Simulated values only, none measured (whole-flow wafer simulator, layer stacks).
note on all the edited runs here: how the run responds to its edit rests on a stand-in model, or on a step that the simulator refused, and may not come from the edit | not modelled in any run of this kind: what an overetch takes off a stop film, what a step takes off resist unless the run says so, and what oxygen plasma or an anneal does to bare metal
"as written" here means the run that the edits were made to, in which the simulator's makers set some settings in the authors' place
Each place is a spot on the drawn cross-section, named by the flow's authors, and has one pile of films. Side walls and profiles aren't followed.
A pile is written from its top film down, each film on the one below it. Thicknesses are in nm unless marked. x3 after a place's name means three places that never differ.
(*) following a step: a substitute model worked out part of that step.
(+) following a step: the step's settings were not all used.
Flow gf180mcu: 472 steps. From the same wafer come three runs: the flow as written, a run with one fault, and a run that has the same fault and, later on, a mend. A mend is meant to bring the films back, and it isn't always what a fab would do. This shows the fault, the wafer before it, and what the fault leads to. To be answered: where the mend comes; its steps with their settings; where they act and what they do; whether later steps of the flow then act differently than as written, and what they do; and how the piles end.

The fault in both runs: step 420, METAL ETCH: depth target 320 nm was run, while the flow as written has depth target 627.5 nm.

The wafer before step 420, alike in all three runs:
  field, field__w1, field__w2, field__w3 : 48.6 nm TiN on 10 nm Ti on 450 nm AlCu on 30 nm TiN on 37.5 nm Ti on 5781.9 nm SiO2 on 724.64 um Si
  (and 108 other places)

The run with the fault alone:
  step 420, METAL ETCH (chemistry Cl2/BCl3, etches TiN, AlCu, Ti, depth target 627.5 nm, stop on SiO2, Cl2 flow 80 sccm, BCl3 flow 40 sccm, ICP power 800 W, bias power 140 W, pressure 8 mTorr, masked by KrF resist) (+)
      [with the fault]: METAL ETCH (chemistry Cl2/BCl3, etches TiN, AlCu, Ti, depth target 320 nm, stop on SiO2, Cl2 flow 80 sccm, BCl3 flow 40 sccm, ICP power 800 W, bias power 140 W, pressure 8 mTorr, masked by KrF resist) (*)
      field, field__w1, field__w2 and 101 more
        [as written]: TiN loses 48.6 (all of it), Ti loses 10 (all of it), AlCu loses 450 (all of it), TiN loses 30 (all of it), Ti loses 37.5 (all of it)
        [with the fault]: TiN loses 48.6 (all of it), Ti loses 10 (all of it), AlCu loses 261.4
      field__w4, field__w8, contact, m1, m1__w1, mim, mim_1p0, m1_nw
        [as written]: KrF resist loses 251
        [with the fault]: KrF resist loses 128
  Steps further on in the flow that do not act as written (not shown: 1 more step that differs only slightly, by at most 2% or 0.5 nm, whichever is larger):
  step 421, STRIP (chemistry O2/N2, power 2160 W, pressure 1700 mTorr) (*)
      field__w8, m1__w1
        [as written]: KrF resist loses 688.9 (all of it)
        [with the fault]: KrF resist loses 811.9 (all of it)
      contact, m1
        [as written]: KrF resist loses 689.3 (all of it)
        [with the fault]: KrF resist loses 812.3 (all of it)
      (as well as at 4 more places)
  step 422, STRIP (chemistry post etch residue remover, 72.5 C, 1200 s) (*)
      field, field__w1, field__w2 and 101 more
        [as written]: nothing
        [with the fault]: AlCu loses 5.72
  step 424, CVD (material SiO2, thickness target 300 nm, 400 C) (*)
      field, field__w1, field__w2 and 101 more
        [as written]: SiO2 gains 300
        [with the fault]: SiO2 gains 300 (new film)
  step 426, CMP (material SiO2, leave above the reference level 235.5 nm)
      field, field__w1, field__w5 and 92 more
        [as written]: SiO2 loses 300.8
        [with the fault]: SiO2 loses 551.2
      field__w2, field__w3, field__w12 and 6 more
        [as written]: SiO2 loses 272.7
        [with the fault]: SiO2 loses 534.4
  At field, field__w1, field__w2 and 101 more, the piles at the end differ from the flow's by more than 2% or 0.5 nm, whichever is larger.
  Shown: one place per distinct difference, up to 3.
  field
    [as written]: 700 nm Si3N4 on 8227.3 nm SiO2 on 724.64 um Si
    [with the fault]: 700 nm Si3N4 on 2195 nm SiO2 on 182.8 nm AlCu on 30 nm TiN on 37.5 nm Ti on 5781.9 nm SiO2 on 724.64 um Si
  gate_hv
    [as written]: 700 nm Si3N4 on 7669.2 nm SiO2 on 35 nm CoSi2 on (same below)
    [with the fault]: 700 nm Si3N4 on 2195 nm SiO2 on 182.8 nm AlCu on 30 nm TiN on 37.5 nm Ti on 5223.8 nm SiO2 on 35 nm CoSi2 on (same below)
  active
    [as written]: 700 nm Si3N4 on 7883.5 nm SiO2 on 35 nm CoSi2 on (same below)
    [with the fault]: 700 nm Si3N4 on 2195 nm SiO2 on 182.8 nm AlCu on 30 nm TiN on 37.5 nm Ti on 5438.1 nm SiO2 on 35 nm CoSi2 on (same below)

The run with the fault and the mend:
  After step 420 comes the mend.
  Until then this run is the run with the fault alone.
  step 420a, METAL ETCH (chemistry Cl2/BCl3, etches TiN, AlCu, Ti, depth target 307.5 nm, stop on SiO2, Cl2 flow 80 sccm, BCl3 flow 40 sccm, ICP power 800 W, bias power 140 W, pressure 8 mTorr, masked by KrF resist) (+) (a further turn of the flow's step 420, with different settings)
      field, field__w1, field__w2 and 101 more
        AlCu loses 188.6 (all of it), TiN loses 30 (all of it), Ti loses 37.5 (all of it)
      field__w4, field__w8, contact, m1, m1__w1, mim, mim_1p0, m1_nw
        KrF resist loses 123
  None of the later steps of the flow acts differently than as written at any place that is followed.
  By the end, the piles equal the flow's at every place that both follow.
